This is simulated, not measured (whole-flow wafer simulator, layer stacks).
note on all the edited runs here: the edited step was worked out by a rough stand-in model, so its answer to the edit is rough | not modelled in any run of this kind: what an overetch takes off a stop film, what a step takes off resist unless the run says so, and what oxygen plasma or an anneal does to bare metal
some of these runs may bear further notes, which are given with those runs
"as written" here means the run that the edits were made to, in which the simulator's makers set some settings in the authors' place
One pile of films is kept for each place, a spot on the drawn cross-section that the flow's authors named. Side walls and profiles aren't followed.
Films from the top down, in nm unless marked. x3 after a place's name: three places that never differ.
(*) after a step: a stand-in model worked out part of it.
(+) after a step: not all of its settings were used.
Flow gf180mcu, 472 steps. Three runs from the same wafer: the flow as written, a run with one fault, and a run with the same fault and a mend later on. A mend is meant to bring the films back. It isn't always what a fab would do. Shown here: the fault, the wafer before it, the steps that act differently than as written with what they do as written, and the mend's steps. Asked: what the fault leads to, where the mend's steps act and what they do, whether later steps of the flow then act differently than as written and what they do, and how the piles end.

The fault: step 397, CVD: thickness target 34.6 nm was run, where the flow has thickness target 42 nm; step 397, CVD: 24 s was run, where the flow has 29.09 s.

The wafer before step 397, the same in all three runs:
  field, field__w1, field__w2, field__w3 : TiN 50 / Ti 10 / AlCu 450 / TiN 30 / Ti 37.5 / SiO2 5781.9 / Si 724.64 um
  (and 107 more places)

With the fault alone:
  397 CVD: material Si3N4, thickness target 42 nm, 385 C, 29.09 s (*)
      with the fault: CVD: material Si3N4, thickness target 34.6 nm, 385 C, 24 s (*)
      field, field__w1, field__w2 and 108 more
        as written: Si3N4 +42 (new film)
        with the fault: Si3N4 +34.7 (new film)
  Later steps of the flow that act differently than as written (5 more steps differ only slightly, by at most 2% or 0.5 nm, whichever is larger, and aren't shown):
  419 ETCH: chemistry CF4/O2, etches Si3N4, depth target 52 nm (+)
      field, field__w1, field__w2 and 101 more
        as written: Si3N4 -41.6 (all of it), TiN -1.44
        with the fault: Si3N4 -34.3 (all of it), TiN -2.38
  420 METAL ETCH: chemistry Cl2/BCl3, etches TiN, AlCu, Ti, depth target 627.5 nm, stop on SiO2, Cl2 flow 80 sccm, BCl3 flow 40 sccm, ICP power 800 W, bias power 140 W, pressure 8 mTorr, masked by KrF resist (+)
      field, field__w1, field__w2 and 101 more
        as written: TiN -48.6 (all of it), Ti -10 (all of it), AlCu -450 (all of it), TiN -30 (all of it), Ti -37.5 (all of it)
        with the fault: TiN -47.6 (all of it), Ti -10 (all of it), AlCu -450 (all of it), TiN -30 (all of it), Ti -37.5 (all of it)
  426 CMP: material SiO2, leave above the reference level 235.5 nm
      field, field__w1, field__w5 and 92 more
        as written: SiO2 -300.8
        with the fault: SiO2 -308.2
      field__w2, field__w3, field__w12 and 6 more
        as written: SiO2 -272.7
        with the fault: SiO2 -280.3
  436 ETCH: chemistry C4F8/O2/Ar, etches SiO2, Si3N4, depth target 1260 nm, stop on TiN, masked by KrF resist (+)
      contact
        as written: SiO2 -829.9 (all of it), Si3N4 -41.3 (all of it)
        with the fault: SiO2 -829.9 (all of it), Si3N4 -33.9 (all of it)
  At the end the piles differ from the flow's by more than 2% or 0.5 nm, whichever is larger, at field__w4, field__w8, m1, m1__w1, mim, mim_1p0, m1_nw.
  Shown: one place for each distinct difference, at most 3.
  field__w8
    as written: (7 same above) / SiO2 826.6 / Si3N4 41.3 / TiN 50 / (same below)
    with the fault: (7 same above) / SiO2 826.6 / Si3N4 33.9 / TiN 50 / (same below)
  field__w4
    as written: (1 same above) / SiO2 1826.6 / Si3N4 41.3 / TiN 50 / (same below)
    with the fault: (1 same above) / SiO2 1826.6 / Si3N4 33.9 / TiN 50 / (same below)
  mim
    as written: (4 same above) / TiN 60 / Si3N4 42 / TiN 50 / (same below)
    with the fault: (4 same above) / TiN 60 / Si3N4 34.7 / TiN 50 / (same below)

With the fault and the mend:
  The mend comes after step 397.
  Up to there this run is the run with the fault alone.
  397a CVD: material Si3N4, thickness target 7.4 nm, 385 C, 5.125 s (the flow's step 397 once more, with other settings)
      field, field__w1, field__w2 and 108 more
        Si3N4 +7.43
  No later step of the flow acts differently than as written, at any place that is followed, by more than 2% or 0.5 nm, whichever is larger.
  At the end the piles differ from the flow's only slightly at the places that both follow, by at most 2% or 0.5 nm, whichever is larger.
